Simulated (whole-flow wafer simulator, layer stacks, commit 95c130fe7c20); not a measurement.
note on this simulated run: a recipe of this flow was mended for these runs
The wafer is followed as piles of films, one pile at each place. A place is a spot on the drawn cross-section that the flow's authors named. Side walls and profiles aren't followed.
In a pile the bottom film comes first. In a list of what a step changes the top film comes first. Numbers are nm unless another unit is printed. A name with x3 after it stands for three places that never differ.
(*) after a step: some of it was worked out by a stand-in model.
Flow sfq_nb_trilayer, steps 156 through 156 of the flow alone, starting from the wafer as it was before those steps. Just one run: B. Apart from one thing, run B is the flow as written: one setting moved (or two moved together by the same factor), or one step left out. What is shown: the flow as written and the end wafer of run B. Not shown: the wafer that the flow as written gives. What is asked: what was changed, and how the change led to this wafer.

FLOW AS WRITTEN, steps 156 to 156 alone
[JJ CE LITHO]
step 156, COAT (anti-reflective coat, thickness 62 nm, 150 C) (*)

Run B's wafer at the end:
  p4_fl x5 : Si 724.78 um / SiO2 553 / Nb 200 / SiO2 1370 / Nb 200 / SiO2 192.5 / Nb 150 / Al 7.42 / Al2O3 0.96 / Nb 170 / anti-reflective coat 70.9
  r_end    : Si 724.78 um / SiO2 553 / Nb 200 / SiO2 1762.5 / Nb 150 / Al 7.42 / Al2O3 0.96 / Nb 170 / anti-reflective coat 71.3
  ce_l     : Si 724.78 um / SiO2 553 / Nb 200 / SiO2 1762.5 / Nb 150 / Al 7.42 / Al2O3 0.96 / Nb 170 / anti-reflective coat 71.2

What caused this: step 156, COAT: thickness 70.9 nm was run, while the flow as written has thickness 62 nm.
The wafer lets one read it off: p4_fl x5 has anti-reflective coat 70.9, and step 156 as written asks for 62 nm.

Step by step, how the change led to this:
  step 156, COAT (anti-reflective coat, thickness 62 nm, 150 C) (*)
      p4_fl x5, p4_w1 x9, p3_s0 x42, wl_j_sl x15, wl_d_m1, l0r_line_l x3, m0r_space_l x2: anti-reflective coat gains 70.9 (new film) (it would be, as written: anti-reflective coat gains 62 (new film))
      r_end, moat, field_r, lsp_l, ln_m5, lsp_m, ln_m6, lsp_r: anti-reflective coat gains 71.3 (new film) (it would be, as written: anti-reflective coat gains 62.3 (new film))
      (as well as at 19 more places)
